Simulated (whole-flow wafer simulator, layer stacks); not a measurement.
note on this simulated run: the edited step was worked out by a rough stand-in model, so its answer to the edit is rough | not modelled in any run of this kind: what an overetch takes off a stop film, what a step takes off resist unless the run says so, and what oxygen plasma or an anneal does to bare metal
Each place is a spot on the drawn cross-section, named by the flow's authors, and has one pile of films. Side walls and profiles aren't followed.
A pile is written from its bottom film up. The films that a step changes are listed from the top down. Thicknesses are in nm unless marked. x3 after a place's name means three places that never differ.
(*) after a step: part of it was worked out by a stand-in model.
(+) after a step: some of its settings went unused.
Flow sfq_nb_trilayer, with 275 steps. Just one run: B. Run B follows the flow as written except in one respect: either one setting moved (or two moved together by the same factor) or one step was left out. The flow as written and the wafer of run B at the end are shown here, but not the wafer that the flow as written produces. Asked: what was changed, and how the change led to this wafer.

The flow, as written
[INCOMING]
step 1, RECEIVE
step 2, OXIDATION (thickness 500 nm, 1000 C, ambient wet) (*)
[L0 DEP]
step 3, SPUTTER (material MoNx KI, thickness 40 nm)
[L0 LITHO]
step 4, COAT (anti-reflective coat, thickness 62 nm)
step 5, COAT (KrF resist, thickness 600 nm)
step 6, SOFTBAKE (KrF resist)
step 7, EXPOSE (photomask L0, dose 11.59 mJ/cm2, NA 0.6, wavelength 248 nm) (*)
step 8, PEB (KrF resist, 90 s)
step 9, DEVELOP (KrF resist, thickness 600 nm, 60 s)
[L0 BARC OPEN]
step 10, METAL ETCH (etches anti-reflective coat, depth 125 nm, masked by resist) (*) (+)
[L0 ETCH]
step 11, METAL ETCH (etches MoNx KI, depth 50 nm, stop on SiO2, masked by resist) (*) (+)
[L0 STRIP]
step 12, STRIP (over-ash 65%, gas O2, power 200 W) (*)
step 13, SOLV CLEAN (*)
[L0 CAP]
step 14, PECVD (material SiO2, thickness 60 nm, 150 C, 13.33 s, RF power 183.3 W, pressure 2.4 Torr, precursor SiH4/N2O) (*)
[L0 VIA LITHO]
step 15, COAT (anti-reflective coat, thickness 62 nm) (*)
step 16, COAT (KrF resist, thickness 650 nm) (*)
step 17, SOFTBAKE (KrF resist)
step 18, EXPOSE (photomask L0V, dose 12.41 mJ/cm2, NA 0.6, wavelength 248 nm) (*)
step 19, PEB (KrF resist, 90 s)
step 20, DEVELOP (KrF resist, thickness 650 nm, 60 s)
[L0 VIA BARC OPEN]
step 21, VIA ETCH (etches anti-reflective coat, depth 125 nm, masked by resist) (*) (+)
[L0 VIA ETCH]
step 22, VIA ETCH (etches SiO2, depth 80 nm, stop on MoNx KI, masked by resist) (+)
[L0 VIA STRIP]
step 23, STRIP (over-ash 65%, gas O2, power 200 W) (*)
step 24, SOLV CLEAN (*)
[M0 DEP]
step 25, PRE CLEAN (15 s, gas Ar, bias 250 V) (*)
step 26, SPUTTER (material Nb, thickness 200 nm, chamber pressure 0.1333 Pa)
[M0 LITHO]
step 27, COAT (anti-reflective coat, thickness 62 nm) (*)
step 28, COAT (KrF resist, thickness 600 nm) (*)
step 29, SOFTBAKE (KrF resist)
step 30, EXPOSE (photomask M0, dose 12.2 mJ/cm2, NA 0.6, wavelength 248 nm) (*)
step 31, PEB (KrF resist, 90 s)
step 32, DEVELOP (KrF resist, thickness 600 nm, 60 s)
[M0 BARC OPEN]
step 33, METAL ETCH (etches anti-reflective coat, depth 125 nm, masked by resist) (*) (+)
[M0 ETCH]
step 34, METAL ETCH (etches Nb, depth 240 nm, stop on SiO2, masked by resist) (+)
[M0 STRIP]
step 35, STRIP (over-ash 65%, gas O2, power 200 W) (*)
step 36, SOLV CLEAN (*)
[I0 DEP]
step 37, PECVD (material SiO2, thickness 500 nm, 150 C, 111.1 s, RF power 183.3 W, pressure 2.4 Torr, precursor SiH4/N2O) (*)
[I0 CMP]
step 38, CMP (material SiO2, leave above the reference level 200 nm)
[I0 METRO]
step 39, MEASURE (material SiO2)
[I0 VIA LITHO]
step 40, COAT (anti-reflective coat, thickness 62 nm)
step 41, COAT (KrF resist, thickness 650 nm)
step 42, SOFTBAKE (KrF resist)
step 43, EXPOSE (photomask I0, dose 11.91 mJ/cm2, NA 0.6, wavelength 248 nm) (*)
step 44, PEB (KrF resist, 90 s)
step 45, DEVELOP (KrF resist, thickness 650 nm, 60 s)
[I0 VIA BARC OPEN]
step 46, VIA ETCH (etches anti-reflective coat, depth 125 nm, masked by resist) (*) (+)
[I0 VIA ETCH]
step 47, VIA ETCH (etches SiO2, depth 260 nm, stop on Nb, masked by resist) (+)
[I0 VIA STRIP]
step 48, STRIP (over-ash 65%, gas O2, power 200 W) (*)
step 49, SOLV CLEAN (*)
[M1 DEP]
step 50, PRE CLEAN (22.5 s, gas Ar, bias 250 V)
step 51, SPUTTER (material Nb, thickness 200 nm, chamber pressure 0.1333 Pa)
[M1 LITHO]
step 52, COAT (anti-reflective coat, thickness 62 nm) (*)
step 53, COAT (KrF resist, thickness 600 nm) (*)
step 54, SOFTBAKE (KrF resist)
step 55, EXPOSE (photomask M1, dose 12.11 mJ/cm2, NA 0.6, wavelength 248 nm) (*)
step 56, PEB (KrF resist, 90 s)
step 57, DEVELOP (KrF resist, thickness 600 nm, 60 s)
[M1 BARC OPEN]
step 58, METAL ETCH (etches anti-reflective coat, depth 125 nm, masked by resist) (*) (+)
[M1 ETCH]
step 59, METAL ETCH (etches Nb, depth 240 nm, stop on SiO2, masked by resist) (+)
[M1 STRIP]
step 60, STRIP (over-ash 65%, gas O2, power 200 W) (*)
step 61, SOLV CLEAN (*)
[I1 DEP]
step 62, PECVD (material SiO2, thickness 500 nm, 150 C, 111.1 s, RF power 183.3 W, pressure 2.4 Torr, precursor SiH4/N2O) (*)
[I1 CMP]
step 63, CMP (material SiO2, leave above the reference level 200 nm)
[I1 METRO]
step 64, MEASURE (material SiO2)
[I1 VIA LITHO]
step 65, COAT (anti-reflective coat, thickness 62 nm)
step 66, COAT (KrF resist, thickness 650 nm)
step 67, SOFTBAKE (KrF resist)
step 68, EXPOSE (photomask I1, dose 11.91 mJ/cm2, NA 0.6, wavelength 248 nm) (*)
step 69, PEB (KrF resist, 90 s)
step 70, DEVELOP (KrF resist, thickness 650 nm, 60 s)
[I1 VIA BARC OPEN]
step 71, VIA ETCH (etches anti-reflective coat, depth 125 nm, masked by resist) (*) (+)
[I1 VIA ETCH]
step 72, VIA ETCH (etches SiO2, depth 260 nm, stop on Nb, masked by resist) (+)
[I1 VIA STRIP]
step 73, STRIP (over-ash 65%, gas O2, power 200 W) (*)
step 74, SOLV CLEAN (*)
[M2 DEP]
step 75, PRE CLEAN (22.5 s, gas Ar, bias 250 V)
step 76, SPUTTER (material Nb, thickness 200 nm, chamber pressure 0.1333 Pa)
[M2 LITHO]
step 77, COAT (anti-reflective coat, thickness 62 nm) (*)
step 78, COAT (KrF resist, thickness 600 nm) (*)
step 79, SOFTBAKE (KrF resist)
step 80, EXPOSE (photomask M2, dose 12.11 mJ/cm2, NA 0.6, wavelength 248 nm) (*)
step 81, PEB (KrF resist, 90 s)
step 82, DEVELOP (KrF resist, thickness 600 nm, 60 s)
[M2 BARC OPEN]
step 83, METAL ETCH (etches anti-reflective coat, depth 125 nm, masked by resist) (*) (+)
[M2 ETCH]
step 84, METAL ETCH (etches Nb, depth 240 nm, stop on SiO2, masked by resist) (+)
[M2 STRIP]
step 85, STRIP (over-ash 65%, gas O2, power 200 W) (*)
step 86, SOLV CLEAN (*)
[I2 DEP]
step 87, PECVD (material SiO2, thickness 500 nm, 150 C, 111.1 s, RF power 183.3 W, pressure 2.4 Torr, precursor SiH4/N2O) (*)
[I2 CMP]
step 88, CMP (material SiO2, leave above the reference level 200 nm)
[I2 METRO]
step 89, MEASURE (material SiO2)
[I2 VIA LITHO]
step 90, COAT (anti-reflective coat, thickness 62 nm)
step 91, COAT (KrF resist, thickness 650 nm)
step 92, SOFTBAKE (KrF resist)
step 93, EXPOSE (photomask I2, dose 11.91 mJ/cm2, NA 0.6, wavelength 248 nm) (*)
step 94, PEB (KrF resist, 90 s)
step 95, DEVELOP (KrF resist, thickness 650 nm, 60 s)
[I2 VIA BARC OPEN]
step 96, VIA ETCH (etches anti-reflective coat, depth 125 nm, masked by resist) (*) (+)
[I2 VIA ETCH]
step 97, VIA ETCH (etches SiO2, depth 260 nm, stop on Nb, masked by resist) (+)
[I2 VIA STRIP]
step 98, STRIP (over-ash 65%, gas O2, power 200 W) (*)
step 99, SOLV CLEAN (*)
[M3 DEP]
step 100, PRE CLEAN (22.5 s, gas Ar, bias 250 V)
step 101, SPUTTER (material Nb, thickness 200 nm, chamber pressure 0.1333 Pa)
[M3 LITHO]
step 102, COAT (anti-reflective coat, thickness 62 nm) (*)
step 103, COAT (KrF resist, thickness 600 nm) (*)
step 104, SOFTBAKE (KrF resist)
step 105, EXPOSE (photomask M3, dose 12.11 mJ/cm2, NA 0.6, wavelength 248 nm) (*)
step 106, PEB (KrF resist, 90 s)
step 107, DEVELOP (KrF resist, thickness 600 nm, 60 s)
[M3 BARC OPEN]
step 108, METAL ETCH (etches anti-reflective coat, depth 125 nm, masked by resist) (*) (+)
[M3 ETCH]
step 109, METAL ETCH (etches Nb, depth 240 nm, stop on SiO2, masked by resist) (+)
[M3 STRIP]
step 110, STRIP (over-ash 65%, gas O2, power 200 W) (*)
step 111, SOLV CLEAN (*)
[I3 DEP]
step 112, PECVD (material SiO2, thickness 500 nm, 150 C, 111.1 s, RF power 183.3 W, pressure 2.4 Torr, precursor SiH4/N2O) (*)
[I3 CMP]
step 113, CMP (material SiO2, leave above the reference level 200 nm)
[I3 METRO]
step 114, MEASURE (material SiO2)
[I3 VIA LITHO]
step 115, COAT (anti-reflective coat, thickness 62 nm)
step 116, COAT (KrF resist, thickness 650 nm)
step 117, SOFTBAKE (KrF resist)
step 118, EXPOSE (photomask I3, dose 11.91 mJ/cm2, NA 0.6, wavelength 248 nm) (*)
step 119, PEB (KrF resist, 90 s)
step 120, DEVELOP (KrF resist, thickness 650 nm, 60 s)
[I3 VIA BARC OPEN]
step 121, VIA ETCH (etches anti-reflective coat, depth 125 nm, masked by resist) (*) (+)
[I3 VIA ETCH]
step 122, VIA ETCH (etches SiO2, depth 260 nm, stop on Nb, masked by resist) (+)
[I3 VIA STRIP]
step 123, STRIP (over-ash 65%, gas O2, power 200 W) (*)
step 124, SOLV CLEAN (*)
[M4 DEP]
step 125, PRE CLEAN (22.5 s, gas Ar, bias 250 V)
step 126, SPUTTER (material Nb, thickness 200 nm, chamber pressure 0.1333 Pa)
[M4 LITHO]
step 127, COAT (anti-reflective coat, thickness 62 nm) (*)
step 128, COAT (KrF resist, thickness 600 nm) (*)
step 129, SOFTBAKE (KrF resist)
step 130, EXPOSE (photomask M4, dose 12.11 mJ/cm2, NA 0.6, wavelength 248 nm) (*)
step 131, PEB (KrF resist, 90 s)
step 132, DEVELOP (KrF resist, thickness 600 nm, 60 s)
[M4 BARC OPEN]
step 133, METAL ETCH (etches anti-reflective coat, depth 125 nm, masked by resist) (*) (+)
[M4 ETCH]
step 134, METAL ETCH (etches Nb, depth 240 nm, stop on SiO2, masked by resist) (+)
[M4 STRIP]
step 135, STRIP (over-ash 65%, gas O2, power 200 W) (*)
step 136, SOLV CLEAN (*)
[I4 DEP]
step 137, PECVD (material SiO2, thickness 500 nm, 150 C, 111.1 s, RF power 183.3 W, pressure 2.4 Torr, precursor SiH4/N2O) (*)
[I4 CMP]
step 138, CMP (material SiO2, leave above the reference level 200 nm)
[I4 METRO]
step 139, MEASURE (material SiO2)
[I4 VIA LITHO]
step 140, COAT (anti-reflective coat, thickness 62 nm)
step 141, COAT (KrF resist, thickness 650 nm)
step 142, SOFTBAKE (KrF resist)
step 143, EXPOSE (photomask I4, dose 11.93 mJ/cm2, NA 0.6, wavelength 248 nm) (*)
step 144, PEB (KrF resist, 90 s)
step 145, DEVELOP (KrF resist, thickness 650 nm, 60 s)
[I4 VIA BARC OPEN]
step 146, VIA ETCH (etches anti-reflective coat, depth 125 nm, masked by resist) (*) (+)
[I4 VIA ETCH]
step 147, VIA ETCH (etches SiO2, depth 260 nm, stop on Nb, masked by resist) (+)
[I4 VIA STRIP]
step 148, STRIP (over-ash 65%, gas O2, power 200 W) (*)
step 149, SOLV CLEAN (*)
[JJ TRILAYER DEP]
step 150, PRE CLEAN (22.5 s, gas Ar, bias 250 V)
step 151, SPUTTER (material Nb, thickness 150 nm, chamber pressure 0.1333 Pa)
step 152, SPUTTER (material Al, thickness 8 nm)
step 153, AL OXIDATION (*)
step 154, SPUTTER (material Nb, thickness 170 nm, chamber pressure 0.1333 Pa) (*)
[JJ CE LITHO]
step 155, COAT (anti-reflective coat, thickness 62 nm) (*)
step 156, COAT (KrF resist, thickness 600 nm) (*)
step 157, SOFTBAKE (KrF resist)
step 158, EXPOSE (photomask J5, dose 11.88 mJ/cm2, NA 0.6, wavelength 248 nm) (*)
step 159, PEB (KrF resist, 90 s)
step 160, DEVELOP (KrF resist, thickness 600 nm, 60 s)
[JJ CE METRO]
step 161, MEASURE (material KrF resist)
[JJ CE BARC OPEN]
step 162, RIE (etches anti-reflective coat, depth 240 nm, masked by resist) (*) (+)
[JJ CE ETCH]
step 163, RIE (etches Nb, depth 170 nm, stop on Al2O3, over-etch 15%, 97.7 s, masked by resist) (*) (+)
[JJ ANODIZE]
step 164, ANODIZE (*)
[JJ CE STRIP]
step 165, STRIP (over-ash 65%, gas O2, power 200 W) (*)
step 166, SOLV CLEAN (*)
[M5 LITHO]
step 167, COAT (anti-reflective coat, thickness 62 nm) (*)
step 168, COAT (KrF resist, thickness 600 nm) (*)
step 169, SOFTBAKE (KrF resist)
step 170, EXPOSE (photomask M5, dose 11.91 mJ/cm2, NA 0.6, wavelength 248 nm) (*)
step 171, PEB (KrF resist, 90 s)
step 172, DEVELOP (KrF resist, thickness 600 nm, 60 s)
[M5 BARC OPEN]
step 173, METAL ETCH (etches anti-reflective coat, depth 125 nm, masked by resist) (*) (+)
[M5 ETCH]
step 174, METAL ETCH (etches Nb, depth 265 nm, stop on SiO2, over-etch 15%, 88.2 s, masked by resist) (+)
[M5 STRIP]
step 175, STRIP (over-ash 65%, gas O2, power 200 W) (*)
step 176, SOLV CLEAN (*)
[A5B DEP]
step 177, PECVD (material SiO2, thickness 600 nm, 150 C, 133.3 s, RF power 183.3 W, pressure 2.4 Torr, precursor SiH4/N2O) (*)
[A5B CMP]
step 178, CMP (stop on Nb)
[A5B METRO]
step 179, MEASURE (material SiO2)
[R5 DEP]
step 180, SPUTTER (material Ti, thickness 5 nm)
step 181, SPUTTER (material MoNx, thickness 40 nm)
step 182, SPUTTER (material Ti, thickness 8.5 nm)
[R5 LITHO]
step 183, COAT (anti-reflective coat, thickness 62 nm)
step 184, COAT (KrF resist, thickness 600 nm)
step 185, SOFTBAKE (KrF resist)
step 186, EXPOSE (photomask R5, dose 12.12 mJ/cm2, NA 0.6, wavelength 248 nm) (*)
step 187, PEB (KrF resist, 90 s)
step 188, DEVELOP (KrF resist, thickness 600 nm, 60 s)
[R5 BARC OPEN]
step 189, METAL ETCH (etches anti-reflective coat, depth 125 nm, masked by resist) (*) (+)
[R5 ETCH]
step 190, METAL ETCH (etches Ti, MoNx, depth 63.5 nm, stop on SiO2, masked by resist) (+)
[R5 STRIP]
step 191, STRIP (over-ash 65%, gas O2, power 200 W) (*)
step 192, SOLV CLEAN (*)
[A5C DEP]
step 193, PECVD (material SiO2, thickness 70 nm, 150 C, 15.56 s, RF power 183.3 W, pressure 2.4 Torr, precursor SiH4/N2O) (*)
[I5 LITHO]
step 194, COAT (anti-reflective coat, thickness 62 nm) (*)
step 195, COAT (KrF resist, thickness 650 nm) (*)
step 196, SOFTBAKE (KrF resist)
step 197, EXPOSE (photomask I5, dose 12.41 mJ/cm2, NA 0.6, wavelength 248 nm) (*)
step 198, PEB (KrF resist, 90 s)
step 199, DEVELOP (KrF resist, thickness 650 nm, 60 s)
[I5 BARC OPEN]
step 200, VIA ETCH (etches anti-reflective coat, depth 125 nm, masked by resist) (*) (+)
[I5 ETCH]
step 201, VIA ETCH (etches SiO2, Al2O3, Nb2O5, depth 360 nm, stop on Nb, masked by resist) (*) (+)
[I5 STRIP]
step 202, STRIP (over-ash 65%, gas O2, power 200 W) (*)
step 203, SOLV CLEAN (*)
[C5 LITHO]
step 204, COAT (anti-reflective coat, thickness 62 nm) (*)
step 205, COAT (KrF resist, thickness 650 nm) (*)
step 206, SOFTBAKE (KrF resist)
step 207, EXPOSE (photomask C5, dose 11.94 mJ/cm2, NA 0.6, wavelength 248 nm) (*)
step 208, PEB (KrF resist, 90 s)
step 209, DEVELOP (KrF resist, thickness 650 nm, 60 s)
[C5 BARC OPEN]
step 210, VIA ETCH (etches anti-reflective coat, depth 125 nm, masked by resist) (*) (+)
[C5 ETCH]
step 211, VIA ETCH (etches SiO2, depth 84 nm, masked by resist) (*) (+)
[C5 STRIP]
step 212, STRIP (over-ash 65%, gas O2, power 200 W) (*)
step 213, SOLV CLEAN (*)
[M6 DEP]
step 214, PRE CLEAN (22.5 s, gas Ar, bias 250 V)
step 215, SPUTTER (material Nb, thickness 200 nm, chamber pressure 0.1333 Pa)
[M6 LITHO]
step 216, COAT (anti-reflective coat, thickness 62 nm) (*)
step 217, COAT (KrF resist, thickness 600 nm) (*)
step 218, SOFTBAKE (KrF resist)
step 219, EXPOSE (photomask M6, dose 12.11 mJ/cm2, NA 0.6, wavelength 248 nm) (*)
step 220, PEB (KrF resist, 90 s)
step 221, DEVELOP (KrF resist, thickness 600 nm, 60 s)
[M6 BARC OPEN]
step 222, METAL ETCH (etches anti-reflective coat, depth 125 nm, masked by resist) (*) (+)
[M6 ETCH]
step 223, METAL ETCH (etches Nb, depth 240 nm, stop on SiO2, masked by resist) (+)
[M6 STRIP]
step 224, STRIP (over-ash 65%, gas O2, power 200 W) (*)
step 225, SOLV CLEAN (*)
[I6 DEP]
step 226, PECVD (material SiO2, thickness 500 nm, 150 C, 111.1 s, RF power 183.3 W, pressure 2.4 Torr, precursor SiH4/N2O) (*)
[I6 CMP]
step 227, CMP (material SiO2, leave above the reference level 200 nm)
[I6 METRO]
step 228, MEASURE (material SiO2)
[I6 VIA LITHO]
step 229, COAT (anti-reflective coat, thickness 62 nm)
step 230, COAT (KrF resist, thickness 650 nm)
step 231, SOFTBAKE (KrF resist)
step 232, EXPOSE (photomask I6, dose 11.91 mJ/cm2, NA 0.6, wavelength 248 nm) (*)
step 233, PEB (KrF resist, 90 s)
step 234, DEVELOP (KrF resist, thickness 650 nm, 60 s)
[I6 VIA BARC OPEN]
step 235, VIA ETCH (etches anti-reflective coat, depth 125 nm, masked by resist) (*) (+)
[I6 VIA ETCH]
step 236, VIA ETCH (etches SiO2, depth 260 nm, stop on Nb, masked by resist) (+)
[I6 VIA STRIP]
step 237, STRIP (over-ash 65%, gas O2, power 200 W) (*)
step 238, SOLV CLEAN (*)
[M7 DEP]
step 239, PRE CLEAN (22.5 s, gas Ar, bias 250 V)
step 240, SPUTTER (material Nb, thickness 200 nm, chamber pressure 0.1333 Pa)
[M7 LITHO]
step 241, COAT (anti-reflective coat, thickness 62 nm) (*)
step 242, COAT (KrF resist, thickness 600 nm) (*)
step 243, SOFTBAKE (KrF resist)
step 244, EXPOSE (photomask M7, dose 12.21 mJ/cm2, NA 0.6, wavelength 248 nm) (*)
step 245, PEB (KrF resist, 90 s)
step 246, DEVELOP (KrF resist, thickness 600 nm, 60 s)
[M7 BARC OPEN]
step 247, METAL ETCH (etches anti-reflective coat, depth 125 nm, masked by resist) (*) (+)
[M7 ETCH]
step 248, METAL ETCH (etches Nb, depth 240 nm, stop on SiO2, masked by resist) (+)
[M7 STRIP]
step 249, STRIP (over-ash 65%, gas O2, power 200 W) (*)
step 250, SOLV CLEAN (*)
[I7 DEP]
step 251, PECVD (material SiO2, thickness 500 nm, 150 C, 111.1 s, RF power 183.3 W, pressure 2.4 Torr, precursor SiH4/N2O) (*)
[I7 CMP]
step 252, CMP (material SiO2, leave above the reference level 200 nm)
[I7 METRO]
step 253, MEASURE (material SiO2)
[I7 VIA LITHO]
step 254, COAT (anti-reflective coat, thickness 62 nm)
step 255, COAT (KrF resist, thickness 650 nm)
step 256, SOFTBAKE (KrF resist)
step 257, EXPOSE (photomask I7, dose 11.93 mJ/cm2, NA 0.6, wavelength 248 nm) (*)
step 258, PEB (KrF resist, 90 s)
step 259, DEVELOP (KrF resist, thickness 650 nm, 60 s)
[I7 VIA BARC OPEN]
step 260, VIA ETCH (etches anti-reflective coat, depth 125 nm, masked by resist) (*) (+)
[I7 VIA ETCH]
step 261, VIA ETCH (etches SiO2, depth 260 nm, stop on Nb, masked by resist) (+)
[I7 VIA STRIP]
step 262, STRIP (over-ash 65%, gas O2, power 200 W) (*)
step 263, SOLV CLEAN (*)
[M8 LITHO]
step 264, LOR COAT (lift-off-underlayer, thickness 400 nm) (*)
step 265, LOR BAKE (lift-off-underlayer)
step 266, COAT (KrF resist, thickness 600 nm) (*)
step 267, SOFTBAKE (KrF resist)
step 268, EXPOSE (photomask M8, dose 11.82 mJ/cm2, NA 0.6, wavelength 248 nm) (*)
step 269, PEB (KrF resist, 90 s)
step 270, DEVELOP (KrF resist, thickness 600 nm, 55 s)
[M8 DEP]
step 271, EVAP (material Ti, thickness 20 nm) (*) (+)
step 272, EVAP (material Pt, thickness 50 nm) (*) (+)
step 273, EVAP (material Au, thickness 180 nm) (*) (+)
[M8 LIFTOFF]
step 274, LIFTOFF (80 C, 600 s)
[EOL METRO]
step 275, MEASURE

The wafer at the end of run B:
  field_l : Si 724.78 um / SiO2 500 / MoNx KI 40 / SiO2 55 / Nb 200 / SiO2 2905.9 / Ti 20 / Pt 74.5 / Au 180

The reason: step 272, EVAP: thickness 74.5 nm was run, though the flow has thickness 50 nm.
The wafer lets one read it off: field_l has Pt 74.5, and step 272 as written asks for 50 nm.

Step by step, how the change led to this:
  step 272, EVAP (material Pt, thickness 50 nm) (*) (+)
      field_l, v_sur, via_wl and 103 more: +74.5 Pt (new film) (in the flow as written it would be: +50 Pt (new film))
  step 274, LIFTOFF (80 C, 600 s)
      p4_fl x3, p4_w1 x3, p4_g1 x2 and 66 more: -180 Au (all of it), -74.5 Pt (all of it), -20 Ti (all of it), -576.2 KrF resist (all of it), -400 lift-off-underlayer (all of it) (in the flow as written it would be: -180 Au (all of it), -50 Pt (all of it), -20 Ti (all of it), -576.2 KrF resist (all of it), -400 lift-off-underlayer (all of it))
      c5j, ce_r: -180 Au (all of it), -74.5 Pt (all of it), -20 Ti (all of it), -573.3 KrF resist (all of it), -399.3 lift-off-underlayer (all of it) (in the flow as written it would be: -180 Au (all of it), -50 Pt (all of it), -20 Ti (all of it), -573.3 KrF resist (all of it), -399.3 lift-off-underlayer (all of it))
      (and at 19 other places as well)
